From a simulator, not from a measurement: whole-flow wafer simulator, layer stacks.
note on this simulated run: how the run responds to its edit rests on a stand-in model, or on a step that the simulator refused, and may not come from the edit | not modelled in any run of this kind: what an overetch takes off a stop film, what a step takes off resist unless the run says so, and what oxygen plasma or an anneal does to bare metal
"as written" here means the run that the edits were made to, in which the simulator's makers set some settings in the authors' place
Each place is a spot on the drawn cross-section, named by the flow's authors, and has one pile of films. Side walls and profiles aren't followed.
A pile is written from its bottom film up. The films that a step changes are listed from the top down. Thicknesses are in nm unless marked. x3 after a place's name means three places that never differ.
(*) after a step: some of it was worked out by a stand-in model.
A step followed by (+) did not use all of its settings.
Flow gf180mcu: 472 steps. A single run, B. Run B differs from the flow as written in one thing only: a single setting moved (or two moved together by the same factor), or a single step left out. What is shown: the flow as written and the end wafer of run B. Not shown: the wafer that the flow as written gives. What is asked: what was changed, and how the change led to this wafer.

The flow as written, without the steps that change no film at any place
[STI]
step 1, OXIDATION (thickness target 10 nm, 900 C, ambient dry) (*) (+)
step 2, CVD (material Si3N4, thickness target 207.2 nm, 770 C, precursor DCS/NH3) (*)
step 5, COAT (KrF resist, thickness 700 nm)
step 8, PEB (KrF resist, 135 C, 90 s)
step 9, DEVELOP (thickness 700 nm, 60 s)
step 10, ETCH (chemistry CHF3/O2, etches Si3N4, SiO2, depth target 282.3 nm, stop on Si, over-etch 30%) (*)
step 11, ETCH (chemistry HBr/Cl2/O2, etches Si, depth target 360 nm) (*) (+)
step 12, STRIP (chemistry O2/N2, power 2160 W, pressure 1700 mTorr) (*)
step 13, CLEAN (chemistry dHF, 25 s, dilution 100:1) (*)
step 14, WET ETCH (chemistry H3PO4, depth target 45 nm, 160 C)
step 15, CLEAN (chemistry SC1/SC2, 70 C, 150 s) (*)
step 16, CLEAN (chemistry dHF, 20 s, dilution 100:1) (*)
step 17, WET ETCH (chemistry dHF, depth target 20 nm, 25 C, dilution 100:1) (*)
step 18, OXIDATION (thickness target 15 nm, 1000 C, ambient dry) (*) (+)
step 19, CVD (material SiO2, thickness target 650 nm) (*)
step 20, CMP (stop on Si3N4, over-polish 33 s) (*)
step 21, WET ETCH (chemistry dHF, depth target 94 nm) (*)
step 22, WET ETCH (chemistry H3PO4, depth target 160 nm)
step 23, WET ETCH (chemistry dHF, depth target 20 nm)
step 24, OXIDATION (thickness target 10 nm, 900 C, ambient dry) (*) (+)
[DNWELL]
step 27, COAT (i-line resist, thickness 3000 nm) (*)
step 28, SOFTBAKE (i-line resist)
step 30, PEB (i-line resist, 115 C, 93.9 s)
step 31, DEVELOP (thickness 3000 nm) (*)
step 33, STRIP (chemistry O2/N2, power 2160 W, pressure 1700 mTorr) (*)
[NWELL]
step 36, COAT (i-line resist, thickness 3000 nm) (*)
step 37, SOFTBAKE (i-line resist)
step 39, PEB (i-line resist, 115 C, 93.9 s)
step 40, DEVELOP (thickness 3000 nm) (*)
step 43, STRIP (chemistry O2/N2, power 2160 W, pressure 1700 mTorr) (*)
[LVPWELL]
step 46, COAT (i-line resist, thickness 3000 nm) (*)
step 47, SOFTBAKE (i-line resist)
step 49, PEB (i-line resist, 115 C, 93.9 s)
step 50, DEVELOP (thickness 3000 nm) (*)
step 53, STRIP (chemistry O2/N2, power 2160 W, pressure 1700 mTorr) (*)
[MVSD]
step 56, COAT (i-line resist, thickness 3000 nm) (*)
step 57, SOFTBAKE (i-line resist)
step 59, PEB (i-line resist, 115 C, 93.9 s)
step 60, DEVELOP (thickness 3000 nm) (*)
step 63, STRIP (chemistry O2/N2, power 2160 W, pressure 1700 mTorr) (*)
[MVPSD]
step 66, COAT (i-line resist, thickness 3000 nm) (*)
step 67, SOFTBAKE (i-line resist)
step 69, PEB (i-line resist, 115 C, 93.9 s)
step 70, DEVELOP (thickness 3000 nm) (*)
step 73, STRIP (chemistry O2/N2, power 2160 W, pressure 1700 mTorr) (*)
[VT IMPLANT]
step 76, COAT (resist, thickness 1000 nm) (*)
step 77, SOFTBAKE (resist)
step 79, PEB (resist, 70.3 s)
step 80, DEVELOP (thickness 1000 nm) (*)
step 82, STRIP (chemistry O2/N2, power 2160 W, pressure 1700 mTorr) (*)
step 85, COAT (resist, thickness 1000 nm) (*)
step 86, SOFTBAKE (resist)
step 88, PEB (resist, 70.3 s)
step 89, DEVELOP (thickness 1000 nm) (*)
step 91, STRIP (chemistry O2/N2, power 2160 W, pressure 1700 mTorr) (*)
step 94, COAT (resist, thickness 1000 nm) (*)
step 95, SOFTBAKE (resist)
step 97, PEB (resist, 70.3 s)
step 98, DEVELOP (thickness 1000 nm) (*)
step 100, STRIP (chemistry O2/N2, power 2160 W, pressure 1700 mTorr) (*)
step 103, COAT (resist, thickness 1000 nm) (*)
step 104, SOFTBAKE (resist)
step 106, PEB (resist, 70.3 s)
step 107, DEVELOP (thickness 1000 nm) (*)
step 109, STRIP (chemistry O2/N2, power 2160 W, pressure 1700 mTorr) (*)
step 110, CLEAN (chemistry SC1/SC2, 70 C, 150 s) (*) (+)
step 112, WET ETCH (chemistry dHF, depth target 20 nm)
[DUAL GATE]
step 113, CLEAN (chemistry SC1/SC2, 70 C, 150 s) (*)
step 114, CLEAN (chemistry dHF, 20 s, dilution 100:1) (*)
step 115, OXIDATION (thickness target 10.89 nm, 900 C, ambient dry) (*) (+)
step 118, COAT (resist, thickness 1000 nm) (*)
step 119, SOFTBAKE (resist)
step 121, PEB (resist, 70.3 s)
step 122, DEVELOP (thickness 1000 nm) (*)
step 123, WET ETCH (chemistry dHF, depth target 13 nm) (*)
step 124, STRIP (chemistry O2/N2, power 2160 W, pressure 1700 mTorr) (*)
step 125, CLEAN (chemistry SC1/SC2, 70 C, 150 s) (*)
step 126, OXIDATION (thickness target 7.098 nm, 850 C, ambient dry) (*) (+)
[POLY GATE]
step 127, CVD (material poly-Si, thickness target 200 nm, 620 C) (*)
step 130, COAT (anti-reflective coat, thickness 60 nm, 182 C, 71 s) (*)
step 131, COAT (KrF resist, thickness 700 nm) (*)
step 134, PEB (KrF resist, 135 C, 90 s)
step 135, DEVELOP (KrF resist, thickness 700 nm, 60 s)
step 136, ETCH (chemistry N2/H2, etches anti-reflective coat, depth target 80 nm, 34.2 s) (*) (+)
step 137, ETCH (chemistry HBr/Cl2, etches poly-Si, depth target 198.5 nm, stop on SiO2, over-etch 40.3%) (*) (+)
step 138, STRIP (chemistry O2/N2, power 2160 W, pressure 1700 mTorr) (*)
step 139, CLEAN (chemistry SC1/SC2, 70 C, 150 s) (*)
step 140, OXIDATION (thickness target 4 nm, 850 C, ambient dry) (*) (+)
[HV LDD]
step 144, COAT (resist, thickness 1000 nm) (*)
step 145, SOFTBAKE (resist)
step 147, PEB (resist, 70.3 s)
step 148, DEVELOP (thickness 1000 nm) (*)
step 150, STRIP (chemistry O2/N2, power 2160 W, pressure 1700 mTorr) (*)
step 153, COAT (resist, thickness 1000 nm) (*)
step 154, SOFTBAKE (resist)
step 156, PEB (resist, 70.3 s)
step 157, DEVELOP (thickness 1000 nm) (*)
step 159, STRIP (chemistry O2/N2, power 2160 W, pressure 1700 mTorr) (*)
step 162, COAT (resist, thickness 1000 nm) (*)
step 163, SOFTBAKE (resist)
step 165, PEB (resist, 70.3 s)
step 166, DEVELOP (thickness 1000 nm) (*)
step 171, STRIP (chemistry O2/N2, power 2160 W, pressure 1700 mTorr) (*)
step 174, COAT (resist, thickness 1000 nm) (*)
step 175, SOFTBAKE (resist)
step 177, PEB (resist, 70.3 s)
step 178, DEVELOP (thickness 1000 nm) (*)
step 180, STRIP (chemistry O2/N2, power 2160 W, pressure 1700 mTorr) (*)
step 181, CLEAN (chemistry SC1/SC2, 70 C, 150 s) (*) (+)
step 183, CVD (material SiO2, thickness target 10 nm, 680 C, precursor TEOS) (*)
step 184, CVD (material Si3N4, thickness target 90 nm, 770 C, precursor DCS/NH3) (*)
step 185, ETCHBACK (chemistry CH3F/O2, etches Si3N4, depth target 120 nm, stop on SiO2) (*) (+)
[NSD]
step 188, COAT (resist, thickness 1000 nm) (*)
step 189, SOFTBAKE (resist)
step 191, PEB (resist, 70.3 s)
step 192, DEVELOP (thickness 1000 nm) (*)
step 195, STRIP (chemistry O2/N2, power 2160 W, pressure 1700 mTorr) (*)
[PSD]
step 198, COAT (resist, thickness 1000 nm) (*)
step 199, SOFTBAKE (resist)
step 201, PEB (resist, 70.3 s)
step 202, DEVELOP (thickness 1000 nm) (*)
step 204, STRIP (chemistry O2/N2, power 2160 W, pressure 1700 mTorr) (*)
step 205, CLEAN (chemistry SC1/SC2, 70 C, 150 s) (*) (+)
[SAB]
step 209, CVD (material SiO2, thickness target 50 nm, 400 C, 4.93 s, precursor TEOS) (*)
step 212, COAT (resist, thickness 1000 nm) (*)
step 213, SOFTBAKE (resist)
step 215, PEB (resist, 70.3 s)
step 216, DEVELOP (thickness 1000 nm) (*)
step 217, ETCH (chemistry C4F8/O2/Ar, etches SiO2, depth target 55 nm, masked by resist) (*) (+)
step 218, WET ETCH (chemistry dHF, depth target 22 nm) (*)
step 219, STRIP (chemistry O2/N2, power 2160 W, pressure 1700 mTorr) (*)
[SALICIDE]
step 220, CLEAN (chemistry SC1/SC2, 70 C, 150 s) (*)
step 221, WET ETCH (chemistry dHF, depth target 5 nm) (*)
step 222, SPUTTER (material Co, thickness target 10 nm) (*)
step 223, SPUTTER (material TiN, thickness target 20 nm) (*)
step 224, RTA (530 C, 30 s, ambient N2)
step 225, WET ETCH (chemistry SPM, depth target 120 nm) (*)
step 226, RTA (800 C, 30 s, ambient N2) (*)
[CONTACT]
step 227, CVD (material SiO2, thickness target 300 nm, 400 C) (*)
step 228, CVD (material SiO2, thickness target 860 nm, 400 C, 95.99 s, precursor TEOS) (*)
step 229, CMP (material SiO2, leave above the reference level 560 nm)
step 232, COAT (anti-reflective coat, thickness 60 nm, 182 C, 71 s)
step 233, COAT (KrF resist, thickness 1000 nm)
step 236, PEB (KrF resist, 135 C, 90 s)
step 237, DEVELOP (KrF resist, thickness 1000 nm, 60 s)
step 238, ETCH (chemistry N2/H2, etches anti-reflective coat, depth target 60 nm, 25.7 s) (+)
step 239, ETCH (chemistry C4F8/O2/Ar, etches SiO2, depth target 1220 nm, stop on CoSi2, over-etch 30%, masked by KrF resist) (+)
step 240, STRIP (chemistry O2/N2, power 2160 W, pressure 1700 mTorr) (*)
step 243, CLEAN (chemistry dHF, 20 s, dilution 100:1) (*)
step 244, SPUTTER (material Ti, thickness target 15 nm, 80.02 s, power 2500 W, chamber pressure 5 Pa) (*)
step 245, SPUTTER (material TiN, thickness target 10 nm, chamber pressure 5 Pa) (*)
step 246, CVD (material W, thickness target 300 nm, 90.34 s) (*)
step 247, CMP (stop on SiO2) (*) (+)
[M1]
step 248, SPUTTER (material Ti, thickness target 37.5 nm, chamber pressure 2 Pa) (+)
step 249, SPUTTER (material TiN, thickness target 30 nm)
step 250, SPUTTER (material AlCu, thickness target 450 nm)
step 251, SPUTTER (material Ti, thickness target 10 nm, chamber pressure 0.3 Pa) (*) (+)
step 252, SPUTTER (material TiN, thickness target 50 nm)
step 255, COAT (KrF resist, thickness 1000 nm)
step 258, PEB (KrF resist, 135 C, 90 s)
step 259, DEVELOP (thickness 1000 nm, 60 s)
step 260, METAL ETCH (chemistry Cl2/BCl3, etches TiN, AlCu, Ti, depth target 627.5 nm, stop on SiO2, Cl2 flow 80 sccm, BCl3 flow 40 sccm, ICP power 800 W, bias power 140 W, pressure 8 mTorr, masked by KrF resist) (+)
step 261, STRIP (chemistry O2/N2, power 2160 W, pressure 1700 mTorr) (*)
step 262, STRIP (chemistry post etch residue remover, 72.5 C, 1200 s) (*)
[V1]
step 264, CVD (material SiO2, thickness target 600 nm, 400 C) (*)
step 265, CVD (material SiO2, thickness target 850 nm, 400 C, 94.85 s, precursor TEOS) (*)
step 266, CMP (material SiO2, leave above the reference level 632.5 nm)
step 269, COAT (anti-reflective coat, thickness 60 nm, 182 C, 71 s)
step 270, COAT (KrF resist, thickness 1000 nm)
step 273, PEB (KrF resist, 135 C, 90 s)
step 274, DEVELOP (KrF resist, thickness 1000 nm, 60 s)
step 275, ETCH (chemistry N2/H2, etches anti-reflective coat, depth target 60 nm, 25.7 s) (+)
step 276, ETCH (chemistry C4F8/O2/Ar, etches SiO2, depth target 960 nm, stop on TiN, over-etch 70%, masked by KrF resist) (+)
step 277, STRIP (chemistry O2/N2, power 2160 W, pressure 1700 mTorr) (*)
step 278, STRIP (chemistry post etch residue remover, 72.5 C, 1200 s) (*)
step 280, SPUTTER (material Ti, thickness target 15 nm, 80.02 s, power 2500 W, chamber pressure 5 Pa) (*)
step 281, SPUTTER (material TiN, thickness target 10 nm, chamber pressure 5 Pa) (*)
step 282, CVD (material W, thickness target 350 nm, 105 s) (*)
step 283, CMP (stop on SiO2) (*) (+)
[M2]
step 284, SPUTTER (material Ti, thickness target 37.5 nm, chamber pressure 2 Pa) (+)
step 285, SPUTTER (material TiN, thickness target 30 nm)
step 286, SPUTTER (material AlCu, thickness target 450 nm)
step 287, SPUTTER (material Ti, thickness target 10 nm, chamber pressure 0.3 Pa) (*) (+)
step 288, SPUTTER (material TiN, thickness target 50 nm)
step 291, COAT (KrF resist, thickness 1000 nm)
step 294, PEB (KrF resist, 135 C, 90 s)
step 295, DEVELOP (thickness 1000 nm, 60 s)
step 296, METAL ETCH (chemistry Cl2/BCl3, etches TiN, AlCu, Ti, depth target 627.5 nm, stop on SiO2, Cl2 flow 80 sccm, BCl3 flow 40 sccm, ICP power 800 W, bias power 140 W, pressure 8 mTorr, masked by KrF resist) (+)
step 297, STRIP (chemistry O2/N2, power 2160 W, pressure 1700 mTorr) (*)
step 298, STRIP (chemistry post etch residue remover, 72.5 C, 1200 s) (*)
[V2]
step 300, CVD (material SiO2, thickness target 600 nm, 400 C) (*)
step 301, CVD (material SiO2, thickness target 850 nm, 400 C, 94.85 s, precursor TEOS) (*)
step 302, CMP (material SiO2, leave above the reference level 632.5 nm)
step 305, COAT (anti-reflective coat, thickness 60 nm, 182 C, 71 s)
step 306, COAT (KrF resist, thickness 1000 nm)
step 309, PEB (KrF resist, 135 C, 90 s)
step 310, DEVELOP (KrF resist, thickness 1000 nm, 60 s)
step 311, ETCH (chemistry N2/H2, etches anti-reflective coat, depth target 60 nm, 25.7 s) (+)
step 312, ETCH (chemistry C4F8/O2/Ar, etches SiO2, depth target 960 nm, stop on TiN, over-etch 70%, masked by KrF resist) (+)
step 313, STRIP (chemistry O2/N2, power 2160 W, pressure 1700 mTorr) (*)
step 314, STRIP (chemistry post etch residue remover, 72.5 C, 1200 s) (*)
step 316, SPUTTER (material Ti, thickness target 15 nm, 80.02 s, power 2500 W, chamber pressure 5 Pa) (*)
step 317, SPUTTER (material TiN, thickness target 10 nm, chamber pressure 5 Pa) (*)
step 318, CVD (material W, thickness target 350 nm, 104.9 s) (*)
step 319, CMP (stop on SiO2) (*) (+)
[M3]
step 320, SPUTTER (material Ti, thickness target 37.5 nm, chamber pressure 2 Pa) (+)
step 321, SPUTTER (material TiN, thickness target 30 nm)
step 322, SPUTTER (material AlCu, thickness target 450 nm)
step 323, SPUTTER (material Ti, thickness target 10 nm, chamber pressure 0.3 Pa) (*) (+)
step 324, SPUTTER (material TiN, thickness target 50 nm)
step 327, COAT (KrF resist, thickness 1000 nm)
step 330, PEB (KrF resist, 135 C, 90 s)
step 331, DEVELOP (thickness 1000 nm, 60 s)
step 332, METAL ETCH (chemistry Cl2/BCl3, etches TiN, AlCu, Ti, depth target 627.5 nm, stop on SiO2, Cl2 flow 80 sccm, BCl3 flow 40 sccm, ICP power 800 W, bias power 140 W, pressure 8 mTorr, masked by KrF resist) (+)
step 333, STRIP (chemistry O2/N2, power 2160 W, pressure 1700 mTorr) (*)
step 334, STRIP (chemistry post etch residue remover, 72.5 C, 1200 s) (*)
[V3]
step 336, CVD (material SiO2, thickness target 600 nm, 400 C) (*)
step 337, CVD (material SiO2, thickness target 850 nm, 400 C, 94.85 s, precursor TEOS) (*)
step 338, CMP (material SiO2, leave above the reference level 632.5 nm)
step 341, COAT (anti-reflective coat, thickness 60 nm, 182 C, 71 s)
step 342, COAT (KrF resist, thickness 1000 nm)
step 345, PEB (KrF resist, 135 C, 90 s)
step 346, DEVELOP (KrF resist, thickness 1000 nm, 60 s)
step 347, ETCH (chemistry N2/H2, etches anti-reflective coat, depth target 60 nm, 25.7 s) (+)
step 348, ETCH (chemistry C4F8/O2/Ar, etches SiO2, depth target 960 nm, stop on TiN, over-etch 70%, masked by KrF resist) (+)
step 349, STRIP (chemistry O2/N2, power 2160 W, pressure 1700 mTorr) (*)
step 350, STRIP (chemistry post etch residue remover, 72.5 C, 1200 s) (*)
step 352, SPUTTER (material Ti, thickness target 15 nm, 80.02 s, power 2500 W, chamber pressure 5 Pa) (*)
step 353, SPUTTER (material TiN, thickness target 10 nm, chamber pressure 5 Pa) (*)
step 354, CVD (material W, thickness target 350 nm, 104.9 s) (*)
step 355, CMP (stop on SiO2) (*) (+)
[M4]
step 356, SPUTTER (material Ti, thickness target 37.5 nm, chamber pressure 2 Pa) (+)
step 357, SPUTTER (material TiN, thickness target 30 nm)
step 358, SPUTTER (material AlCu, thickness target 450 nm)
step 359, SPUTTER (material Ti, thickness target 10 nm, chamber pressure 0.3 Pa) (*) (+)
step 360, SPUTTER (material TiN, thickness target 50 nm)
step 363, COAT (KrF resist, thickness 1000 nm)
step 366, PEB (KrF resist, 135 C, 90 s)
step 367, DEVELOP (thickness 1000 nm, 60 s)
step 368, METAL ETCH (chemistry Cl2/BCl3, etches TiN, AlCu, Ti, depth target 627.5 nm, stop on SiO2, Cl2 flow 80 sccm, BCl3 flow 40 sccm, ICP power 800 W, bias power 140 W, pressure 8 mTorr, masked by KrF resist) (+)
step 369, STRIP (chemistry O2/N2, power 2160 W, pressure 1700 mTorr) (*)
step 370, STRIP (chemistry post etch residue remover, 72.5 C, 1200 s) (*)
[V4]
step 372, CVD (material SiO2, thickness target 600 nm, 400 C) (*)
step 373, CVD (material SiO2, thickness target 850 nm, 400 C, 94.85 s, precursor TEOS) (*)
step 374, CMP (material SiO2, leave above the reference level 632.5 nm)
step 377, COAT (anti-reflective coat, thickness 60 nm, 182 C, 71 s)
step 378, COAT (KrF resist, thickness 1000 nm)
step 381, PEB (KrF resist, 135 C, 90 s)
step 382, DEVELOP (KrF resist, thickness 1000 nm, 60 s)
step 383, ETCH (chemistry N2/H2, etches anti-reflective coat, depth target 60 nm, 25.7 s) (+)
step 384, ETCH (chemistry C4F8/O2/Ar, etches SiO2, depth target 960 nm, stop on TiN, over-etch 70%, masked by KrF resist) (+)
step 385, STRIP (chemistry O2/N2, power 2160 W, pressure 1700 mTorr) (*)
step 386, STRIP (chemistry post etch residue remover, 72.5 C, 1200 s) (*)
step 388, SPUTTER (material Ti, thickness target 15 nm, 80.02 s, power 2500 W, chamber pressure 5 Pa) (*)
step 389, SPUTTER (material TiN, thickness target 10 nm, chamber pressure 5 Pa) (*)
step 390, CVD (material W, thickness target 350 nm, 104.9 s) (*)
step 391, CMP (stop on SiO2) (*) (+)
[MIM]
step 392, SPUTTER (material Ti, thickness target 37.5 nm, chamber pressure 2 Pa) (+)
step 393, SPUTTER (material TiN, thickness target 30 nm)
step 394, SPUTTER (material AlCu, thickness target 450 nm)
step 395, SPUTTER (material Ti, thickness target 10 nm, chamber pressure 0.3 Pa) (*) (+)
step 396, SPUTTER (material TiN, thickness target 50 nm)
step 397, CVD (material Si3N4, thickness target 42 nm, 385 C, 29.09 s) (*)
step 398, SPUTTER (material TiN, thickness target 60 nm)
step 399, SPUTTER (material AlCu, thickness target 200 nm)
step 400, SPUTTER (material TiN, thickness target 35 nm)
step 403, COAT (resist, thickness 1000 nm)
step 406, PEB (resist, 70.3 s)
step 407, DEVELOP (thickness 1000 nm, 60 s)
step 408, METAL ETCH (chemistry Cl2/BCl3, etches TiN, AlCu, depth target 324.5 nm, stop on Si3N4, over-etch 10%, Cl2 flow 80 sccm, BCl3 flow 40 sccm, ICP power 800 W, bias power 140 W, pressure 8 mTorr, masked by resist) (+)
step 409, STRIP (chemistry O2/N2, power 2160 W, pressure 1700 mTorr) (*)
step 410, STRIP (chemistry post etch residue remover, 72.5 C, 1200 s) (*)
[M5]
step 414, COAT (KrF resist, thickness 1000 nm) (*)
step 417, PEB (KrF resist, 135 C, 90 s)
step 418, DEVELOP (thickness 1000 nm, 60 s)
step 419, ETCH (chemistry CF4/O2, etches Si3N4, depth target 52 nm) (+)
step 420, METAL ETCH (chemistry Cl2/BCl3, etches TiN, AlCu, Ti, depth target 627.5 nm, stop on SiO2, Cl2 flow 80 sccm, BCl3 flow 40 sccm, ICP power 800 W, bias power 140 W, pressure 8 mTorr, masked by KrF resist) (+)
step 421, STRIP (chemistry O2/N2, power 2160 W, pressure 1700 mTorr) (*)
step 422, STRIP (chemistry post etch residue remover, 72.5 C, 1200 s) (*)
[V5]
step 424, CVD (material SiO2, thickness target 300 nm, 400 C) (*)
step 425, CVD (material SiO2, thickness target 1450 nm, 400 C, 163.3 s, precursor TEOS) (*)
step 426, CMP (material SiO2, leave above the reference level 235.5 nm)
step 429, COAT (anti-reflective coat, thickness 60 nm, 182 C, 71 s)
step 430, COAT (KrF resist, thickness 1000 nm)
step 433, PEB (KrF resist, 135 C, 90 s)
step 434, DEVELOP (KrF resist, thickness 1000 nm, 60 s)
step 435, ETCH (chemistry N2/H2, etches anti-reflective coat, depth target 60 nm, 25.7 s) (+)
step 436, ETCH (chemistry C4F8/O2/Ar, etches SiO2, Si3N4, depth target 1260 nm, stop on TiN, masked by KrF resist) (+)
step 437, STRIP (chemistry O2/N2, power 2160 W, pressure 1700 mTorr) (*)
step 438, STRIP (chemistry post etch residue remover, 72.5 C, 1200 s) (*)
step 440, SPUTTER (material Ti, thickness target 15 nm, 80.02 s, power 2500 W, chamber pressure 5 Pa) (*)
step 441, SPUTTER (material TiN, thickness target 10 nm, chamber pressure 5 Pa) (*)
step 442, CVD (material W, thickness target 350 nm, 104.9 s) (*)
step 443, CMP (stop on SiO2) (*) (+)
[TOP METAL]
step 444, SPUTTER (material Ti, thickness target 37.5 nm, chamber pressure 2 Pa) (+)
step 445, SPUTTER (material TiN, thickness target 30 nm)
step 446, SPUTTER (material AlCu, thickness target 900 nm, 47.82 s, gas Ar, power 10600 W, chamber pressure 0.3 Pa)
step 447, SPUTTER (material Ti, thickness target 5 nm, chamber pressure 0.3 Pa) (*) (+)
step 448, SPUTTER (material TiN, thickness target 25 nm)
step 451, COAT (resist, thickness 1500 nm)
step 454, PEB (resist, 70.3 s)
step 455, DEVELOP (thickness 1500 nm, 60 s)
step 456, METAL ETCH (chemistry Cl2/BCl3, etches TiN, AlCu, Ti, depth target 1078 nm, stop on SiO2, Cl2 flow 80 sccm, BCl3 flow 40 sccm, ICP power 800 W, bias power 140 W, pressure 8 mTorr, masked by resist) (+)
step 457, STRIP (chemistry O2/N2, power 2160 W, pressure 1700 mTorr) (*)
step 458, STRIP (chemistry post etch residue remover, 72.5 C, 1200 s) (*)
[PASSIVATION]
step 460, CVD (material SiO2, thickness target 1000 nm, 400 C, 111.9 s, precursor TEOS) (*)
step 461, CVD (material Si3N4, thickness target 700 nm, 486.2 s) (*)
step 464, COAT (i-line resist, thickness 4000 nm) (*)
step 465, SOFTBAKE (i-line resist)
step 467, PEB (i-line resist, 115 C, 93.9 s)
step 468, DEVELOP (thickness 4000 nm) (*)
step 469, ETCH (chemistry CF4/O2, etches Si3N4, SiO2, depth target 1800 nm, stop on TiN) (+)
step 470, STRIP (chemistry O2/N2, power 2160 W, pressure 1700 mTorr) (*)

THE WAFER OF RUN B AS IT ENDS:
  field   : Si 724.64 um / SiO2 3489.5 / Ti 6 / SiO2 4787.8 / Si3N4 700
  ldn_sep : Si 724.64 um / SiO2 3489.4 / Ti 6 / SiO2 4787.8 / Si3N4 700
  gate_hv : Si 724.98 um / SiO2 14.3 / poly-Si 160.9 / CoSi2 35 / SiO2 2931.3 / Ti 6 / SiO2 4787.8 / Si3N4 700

What caused this: step 322, SPUTTER: thickness target 506 nm was run, while the flow as written has thickness target 450 nm.

Step by step, how the change led to this:
  step 322, SPUTTER (material AlCu, thickness target 450 nm)
      field, field__w1, field__w2 and 108 more: +506 AlCu (new film) (it would be, as written: +450 AlCu (new film))
  step 332, METAL ETCH (chemistry Cl2/BCl3, etches TiN, AlCu, Ti, depth target 627.5 nm, stop on SiO2, Cl2 flow 80 sccm, BCl3 flow 40 sccm, ICP power 800 W, bias power 140 W, pressure 8 mTorr, masked by KrF resist) (+)
      field, field__w1, field__w2 and 103 more: -50 TiN (all of it), -10 Ti (all of it), -506 AlCu (all of it), -30 TiN (all of it), -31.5 Ti (it would be, as written: -50 TiN (all of it), -10 Ti (all of it), -450 AlCu (all of it), -30 TiN (all of it), -37.5 Ti (all of it))
  step 336, CVD (material SiO2, thickness target 600 nm, 400 C) (*)
      field, field__w1, field__w2 and 103 more: +600 SiO2 (new film) (it would be, as written: +600 SiO2)
  step 338, CMP (material SiO2, leave above the reference level 632.5 nm)
      field, field__w1, field__w2 and 103 more: -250 SiO2 (it would be, as written: -300 SiO2)
Taking metal films that touch as one body, field has 1 body; the flow as written gives 0 bodies.
Taking metal films that touch as one body, ldn_sep has 1 body; the flow as written gives 0 bodies.
Taking metal films that touch as one body, gate_hv has 2 bodies (between them, from the top down: SiO2 2931.3); the flow as written gives 1 body.
